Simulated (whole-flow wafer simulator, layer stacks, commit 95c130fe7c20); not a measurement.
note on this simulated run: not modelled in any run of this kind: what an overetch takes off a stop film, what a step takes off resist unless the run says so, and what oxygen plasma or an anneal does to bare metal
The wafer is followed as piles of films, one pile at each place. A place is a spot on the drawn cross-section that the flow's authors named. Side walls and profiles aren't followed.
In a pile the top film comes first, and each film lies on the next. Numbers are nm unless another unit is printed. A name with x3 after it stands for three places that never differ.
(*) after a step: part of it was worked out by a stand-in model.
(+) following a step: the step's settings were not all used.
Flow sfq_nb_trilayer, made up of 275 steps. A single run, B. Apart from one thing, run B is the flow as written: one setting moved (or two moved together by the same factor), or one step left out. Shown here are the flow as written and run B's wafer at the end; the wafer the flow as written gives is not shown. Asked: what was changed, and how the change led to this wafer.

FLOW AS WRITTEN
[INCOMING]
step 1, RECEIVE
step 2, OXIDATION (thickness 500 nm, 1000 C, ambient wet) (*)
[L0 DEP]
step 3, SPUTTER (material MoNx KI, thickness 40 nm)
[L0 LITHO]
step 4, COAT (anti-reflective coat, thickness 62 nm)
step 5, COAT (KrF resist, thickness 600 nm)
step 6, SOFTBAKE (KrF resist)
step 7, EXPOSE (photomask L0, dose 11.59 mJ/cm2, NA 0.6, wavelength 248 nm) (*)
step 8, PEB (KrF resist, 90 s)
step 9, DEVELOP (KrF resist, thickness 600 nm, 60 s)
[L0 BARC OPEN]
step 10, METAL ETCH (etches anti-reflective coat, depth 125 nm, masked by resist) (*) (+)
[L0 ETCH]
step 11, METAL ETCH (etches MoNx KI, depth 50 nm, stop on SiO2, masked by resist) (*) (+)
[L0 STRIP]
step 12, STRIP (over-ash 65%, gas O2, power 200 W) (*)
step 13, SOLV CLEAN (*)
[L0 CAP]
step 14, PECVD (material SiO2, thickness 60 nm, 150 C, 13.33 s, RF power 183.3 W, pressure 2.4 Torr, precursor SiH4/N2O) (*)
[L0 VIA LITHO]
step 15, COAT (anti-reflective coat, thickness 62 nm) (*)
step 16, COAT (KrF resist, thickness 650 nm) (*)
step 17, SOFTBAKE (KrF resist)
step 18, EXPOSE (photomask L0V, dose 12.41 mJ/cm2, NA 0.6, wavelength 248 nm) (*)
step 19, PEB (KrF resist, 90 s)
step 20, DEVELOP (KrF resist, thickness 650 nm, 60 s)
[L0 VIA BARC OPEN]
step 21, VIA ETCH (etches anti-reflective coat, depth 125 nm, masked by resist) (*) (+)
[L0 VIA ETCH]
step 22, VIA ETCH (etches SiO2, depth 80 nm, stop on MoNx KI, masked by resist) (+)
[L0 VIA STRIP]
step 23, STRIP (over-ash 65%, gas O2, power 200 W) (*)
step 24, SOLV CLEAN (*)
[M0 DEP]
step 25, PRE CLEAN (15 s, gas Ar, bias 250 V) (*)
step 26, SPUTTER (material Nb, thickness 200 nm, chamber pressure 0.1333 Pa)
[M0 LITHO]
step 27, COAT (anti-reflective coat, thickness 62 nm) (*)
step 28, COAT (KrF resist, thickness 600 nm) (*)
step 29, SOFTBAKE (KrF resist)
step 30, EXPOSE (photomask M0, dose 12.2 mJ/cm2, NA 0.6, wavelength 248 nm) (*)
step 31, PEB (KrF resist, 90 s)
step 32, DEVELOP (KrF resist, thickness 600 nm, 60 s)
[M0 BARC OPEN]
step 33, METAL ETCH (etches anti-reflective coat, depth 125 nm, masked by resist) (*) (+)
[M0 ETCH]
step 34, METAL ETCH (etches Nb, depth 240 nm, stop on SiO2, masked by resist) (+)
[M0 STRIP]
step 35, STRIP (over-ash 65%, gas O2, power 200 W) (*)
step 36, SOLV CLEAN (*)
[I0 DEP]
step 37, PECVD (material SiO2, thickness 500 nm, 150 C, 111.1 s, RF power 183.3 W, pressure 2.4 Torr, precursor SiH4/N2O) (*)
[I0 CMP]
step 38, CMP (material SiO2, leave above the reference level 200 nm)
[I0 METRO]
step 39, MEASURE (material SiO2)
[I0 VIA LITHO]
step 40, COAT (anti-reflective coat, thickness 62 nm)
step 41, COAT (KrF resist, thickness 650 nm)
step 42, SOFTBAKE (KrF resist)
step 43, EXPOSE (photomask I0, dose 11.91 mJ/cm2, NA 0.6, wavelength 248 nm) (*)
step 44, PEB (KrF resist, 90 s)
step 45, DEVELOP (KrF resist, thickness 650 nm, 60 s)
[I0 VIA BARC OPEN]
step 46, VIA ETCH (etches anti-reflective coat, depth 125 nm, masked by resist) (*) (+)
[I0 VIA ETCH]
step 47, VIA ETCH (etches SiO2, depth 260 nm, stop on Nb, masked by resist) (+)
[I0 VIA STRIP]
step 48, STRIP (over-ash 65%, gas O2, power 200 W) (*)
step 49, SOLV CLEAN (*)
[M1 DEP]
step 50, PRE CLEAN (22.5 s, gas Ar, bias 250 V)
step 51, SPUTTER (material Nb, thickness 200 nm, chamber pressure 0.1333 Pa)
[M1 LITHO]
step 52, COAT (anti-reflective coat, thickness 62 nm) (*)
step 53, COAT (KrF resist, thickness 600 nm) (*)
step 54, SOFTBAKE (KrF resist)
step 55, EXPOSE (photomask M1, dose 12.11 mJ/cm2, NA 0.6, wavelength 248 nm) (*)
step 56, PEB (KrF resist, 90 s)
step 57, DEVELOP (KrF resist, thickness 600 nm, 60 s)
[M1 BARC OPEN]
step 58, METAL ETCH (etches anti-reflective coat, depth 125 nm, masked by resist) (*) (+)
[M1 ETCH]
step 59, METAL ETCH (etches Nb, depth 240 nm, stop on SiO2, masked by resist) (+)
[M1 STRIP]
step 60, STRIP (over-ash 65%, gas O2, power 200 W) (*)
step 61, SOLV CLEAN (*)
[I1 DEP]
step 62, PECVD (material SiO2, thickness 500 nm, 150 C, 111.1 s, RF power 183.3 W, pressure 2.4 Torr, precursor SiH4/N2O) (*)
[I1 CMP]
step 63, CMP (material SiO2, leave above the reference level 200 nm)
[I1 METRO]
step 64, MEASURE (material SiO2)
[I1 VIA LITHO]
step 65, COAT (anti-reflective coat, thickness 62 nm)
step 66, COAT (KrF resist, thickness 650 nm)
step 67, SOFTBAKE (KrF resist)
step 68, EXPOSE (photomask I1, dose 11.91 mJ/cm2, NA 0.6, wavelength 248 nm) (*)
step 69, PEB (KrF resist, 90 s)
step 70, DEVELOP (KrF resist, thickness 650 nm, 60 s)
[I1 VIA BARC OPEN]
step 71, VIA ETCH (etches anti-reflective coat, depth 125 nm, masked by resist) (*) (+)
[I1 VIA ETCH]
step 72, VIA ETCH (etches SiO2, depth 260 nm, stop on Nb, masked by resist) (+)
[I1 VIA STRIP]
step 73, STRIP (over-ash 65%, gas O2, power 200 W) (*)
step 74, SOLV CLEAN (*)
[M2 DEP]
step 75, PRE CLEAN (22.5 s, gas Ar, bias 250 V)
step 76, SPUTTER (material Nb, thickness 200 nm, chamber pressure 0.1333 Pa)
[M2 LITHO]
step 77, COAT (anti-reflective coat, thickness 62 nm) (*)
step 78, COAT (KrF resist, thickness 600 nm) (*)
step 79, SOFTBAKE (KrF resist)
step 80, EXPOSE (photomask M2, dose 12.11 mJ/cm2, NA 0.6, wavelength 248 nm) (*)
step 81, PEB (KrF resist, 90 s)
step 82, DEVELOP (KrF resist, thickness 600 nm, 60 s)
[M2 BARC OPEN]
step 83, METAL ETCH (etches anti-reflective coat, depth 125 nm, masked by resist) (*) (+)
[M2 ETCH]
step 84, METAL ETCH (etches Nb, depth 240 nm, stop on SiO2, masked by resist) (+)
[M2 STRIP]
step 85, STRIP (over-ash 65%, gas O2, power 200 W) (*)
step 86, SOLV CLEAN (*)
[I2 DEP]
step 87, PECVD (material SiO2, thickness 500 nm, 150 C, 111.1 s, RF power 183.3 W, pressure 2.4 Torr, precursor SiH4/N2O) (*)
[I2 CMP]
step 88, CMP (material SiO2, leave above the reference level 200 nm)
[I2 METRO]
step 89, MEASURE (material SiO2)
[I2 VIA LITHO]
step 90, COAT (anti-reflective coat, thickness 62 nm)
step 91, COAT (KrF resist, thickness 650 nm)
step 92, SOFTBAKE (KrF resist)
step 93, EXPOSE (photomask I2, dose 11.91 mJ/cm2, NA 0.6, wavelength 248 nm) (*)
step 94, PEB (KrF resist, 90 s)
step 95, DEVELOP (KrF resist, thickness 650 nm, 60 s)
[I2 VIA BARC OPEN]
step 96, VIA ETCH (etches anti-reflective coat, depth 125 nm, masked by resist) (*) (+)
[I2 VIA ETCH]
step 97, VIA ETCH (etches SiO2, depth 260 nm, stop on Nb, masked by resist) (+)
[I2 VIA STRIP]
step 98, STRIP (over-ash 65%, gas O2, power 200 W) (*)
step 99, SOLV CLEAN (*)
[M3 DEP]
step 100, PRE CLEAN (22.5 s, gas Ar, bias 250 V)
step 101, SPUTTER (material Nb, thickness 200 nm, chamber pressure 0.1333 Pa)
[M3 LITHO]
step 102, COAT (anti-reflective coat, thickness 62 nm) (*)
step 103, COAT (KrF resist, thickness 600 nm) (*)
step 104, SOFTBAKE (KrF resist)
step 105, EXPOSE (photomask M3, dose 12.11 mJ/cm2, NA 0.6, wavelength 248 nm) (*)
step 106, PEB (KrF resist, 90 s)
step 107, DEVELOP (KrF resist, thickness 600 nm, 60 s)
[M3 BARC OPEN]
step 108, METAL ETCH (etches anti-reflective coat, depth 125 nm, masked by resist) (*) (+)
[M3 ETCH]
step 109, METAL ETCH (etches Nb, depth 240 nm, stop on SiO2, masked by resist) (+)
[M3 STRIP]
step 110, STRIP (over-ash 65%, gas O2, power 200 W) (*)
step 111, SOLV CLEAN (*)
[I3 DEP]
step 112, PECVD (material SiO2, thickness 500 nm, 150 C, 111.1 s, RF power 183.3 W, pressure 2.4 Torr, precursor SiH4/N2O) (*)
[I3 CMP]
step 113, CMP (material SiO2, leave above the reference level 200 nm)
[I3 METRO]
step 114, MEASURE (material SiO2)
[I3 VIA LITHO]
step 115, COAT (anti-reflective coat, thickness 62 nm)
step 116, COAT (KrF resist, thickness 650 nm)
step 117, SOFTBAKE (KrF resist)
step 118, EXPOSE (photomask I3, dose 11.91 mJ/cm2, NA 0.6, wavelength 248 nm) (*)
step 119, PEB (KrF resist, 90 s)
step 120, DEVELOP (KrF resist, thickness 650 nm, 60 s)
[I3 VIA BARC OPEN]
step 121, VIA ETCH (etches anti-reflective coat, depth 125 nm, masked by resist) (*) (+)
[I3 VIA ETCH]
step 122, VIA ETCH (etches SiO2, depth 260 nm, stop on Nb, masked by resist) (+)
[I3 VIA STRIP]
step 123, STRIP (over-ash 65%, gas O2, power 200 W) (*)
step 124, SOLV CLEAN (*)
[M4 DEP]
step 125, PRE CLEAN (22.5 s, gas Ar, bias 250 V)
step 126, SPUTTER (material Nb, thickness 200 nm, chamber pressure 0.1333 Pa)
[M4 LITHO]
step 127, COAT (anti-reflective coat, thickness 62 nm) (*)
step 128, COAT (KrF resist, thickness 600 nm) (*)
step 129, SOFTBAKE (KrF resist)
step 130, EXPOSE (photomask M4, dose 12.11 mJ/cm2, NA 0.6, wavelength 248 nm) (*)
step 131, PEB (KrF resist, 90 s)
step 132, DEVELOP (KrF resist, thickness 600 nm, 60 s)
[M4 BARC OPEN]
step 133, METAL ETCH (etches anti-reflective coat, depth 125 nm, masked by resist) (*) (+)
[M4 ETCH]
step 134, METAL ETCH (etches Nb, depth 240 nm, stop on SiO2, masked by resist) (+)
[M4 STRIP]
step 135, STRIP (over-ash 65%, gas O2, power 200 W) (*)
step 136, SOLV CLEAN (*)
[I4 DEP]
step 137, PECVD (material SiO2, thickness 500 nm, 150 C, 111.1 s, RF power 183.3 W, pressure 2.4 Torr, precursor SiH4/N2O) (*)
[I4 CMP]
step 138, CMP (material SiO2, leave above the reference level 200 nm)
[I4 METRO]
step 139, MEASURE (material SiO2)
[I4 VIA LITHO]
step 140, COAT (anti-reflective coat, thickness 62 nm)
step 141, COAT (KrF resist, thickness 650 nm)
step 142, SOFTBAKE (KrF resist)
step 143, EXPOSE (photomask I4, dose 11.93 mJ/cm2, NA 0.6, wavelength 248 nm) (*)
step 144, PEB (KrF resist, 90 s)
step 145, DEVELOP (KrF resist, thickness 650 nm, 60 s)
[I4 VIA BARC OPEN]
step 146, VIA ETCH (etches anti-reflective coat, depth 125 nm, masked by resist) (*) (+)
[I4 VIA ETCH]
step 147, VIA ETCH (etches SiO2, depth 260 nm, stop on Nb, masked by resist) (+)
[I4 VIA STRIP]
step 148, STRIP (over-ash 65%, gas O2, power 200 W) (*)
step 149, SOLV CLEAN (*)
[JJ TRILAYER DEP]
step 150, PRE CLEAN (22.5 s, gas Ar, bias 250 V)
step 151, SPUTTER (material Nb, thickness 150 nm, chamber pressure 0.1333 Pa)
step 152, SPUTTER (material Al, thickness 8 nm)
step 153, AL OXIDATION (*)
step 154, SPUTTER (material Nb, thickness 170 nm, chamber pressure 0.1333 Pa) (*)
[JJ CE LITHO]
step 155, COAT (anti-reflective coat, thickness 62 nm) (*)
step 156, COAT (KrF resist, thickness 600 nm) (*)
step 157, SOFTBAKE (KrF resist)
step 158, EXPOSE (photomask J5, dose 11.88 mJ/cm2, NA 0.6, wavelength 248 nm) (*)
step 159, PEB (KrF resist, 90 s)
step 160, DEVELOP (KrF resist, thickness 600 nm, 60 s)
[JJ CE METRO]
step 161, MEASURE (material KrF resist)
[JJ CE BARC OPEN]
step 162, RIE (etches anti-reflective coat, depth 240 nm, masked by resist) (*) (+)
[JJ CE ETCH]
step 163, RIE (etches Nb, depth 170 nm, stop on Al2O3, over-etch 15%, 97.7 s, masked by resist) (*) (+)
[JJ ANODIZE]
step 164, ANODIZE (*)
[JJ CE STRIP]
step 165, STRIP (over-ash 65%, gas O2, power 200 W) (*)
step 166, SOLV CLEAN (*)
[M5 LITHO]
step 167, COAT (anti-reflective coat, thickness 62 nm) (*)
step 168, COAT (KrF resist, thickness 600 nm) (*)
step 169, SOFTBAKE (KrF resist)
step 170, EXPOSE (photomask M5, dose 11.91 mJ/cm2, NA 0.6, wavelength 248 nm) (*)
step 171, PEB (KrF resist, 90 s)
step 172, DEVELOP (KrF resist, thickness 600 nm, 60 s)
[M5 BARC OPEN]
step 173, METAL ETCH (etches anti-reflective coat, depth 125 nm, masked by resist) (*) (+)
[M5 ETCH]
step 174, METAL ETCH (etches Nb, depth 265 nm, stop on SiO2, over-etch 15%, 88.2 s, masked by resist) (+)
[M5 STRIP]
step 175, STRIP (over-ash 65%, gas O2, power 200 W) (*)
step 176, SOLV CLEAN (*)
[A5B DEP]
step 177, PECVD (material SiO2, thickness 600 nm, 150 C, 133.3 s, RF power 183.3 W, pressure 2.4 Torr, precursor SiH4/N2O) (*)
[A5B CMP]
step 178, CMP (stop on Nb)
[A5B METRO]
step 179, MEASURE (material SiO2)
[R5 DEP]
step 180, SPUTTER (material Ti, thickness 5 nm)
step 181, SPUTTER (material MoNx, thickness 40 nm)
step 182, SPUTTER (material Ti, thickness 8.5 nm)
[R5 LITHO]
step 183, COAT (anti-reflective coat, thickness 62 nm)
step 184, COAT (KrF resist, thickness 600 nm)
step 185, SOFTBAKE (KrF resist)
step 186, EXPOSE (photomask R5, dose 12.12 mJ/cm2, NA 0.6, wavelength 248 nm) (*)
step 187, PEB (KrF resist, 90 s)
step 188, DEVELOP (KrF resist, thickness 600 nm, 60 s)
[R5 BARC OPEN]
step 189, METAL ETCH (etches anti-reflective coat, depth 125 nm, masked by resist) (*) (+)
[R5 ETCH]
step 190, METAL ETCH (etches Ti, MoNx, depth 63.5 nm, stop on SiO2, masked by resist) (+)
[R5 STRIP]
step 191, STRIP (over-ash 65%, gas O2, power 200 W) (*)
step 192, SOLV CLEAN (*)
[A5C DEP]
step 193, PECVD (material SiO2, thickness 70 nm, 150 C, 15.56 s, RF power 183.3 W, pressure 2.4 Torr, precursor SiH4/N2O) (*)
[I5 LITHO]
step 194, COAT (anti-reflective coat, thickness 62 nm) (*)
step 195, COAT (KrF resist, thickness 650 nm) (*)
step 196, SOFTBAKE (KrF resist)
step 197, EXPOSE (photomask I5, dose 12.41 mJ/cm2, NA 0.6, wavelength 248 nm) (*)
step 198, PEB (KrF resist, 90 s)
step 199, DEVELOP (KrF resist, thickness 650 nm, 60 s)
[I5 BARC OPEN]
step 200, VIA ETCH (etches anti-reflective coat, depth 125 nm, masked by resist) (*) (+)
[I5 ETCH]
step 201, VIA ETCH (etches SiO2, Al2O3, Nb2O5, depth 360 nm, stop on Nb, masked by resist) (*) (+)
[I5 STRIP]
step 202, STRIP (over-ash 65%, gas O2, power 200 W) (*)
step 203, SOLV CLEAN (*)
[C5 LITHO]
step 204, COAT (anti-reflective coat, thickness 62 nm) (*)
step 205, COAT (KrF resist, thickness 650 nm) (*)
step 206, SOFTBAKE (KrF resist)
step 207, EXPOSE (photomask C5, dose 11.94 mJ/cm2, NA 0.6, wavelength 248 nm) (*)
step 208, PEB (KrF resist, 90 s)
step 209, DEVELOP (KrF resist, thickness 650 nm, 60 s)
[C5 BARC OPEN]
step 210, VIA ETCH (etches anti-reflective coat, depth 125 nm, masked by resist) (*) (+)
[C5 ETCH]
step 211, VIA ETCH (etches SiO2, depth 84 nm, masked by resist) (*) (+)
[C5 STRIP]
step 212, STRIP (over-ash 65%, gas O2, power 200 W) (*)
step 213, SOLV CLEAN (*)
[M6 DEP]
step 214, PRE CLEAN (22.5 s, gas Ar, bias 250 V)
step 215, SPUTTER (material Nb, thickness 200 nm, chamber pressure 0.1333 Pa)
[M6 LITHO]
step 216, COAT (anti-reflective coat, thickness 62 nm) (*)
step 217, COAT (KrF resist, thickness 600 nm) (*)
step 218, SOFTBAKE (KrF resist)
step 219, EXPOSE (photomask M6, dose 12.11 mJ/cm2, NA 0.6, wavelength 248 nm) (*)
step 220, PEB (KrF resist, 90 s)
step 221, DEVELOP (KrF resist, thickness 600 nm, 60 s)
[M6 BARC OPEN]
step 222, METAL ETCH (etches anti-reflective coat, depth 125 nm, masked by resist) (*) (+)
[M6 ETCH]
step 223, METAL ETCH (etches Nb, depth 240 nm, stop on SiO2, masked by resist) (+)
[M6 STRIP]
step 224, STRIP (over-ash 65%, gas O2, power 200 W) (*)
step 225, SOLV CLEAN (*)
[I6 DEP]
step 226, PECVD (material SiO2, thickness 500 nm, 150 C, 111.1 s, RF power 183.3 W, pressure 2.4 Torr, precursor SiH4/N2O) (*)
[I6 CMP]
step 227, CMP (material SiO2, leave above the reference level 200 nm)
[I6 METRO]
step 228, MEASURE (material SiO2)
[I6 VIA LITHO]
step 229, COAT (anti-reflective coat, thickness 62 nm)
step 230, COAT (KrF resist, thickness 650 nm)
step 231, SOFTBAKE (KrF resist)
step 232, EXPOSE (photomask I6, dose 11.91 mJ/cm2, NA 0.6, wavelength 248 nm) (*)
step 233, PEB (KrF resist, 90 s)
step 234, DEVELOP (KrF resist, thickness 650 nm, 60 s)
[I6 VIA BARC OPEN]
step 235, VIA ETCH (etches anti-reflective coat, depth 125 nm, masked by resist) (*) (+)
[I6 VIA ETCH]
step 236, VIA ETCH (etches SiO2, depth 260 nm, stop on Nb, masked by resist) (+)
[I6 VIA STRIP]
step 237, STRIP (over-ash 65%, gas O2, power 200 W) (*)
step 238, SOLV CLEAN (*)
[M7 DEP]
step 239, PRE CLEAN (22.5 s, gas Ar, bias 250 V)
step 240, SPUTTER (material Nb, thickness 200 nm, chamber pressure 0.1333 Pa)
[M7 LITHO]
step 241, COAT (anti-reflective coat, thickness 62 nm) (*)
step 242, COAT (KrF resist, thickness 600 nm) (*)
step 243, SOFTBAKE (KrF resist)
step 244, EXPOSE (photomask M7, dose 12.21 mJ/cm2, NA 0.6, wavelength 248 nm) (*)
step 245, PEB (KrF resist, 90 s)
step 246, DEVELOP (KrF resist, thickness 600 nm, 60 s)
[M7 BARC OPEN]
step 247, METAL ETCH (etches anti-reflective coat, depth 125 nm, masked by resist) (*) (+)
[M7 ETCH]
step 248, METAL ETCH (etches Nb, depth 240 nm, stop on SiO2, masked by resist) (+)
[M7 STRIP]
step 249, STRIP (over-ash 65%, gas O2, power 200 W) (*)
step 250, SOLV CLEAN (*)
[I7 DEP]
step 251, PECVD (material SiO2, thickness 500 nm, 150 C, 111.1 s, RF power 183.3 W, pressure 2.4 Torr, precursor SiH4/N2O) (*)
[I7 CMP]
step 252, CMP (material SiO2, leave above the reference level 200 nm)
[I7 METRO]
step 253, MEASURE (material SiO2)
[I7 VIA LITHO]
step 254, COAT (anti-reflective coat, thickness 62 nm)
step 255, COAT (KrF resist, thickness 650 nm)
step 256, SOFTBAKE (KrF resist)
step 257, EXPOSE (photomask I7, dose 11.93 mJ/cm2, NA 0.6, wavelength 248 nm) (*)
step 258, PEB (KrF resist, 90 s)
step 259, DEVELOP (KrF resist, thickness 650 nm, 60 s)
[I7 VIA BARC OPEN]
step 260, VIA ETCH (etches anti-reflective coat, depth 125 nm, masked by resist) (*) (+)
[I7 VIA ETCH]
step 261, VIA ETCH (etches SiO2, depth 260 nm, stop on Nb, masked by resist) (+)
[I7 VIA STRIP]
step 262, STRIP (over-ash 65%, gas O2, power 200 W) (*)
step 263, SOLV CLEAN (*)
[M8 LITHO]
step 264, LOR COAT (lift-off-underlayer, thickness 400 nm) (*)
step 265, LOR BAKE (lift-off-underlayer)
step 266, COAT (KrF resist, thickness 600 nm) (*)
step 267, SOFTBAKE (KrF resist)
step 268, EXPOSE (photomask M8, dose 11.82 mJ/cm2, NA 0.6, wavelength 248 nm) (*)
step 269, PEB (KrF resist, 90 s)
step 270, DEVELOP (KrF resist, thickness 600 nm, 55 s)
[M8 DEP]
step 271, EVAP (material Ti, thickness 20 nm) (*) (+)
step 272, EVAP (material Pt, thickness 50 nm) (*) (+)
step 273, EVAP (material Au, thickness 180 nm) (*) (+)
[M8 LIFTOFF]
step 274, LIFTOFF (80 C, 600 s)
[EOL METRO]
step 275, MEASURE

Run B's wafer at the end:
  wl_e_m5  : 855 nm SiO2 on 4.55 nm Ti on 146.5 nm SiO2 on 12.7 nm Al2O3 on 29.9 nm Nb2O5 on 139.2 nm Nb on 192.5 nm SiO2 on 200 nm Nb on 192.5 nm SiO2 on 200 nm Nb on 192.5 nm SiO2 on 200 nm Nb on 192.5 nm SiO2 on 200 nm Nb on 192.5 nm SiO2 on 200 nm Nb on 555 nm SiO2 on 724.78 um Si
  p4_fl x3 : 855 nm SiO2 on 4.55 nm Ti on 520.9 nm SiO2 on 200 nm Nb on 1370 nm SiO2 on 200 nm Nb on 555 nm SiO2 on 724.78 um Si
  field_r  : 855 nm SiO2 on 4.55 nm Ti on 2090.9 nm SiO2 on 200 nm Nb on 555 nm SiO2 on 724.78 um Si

What caused this: step 181, SPUTTER: thickness 52 nm was run, while the flow as written has thickness 40 nm; step 182, SPUTTER: thickness 11.05 nm was run, where the flow has thickness 8.5 nm.

Step by step, how the change led to this:
  step 181, SPUTTER (material MoNx, thickness 40 nm)
      field_l, v_sur, via_wl and 103 more: +52 MoNx (new film) (in the flow as written it would be: +40 MoNx (new film))
  step 182, SPUTTER (material Ti, thickness 8.5 nm)
      field_l, v_sur, via_wl and 103 more: +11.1 Ti (new film) (in the flow as written it would be: +8.5 Ti (new film))
  step 190, METAL ETCH (etches Ti, MoNx, depth 63.5 nm, stop on SiO2, masked by resist) (+)
      field_l, v_sur, via_wl and 92 more: -11.1 Ti (all of it), -52 MoNx (all of it), -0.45 Ti (in the flow as written it would be: -8.5 Ti (all of it), -40 MoNx (all of it), -5 Ti (all of it))
      ce_l, c5j, ce_r, wl_jj: -11.1 Ti (all of it), -52 MoNx (all of it), -0.45 Ti (in the flow as written it would be: -8.5 Ti (all of it), -40 MoNx (all of it), -5 Ti (all of it), -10 Nb)
  step 193, PECVD (material SiO2, thickness 70 nm, 150 C, 15.56 s, RF power 183.3 W, pressure 2.4 Torr, precursor SiH4/N2O) (*)
      field_l, v_sur, via_wl and 92 more: +70 SiO2 (new film) (in the flow as written it would be: +70 SiO2)
  step 194, COAT (anti-reflective coat, thickness 62 nm) (*)
      wl_j_sl, wl_j_sr: +62 anti-reflective coat (new film) (in the flow as written it would be: +60.2 anti-reflective coat (new film))
      r5r_spacepad_l, r5r_spacepad_r: +88.7 anti-reflective coat (new film) (in the flow as written it would be: +84.4 anti-reflective coat (new film))
      (also at 12 further places)
  step 201, VIA ETCH (etches SiO2, Al2O3, Nb2O5, depth 360 nm, stop on Nb, masked by resist) (*) (+)
      be: -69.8 SiO2 (all of it), -4.55 Ti (all of it), -146.5 SiO2 (all of it), -12.7 Al2O3 (all of it), -29.9 Nb2O5 (all of it) (in the flow as written it would be: -216.4 SiO2 (all of it), -12.7 Al2O3 (all of it), -29.9 Nb2O5 (all of it))
  step 202, STRIP (over-ash 65%, gas O2, power 200 W) (*)
      wl_j_sl, wl_j_sr: -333 KrF resist (all of it), -62 anti-reflective coat (all of it) (in the flow as written it would be: -333.3 KrF resist (all of it), -60.2 anti-reflective coat (all of it))
      r5r_spacepad_l, r5r_spacepad_r: -336 KrF resist (all of it), -88.7 anti-reflective coat (all of it) (in the flow as written it would be: -335.6 KrF resist (all of it), -84.4 anti-reflective coat (all of it))
      (also at 12 further places)
  step 204, COAT (anti-reflective coat, thickness 62 nm) (*)
      wl_j_sl, wl_j_sr: +62 anti-reflective coat (new film) (in the flow as written it would be: +60.2 anti-reflective coat (new film))
      r5r_spacepad_l, r5r_spacepad_r: +88.7 anti-reflective coat (new film) (in the flow as written it would be: +84.4 anti-reflective coat (new film))
      (also at 12 further places)
  step 210, VIA ETCH (etches anti-reflective coat, depth 125 nm, masked by resist) (*) (+)
      c5j: -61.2 anti-reflective coat (all of it), -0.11 SiO2 (in the flow as written it would be: -63.9 anti-reflective coat (all of it), -0.11 SiO2)
  step 211, VIA ETCH (etches SiO2, depth 84 nm, masked by resist) (*) (+)
      c5j: -69.9 SiO2 (all of it) (in the flow as written it would be: -69.9 SiO2 (all of it), -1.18 Nb)
  step 212, STRIP (over-ash 65%, gas O2, power 200 W) (*)
      wl_j_sl, wl_j_sr: -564 KrF resist (all of it), -62 anti-reflective coat (all of it) (in the flow as written it would be: -563.4 KrF resist (all of it), -60.2 anti-reflective coat (all of it))
      r5r_spacepad_l, r5r_spacepad_r: -566.9 KrF resist (all of it), -88.7 anti-reflective coat (all of it) (in the flow as written it would be: -565.8 KrF resist (all of it), -84.4 anti-reflective coat (all of it))
      (also at 11 further places)
  step 214, PRE CLEAN (22.5 s, gas Ar, bias 250 V)
      c5j: -4.55 Ti (all of it) (in the flow as written it would be: -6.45 Nb)
  step 216, COAT (anti-reflective coat, thickness 62 nm) (*)
      r5r_line_l, r5r_line_c, r5r_line_r: +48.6 anti-reflective coat (new film) (in the flow as written it would be: +50 anti-reflective coat (new film))
      wl_j_sl, wl_j_sr: +62 anti-reflective coat (new film) (in the flow as written it would be: +60.2 anti-reflective coat (new film))
      (also at 12 further places)
  step 222, METAL ETCH (etches anti-reflective coat, depth 125 nm, masked by resist) (*) (+)
      r5r_line_l, r5r_line_c, r5r_line_r: -48.6 anti-reflective coat (all of it) (in the flow as written it would be: -50 anti-reflective coat (all of it))
      r5r_spacepad_l, r5r_spacepad_r: -90.7 anti-reflective coat (all of it) (in the flow as written it would be: -85.7 anti-reflective coat (all of it))
      (also at 1 further place)
  step 224, STRIP (over-ash 65%, gas O2, power 200 W) (*)
      wl_j_sl, wl_j_sr: -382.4 KrF resist (all of it), -62 anti-reflective coat (all of it) (in the flow as written it would be: -382.5 KrF resist (all of it), -60.2 anti-reflective coat (all of it))
      jj_sur: -378.7 KrF resist (all of it), -58.6 anti-reflective coat (all of it) (in the flow as written it would be: -378.5 KrF resist (all of it), -56.1 anti-reflective coat (all of it))
      (also at 8 further places)
  step 227, CMP (material SiO2, leave above the reference level 200 nm)
      r5r_line_l, r5r_spacepad_l, r5r_spacepad_r, r5r_line_c, r5r_line_r: -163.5 SiO2 (in the flow as written it would be: -153.5 SiO2)
      ce_l, ce_r, wl_jj: -300 SiO2 (in the flow as written it would be: -290 SiO2)
      (also at 5 further places)
With metal films that touch counted as one body, wl_e_m5 has 7 bodies (between them, from the top down: SiO2 146.5 / Al2O3 12.7 / Nb2O5 29.9; SiO2 192.5; SiO2 192.5; SiO2 192.5; SiO2 192.5; SiO2 192.5); the flow as written gives 6 bodies (between them, from the top down: SiO2 192.5; SiO2 192.5; SiO2 192.5; SiO2 192.5; SiO2 192.5).
With metal films that touch counted as one body, p4_fl x3 has 3 bodies (between them, from the top down: SiO2 520.9; SiO2 1370); the flow as written gives 2 bodies (between them, from the top down: SiO2 1370).
With metal films that touch counted as one body, field_r has 2 bodies (between them, from the top down: SiO2 2090.9); the flow as written gives 1 body.
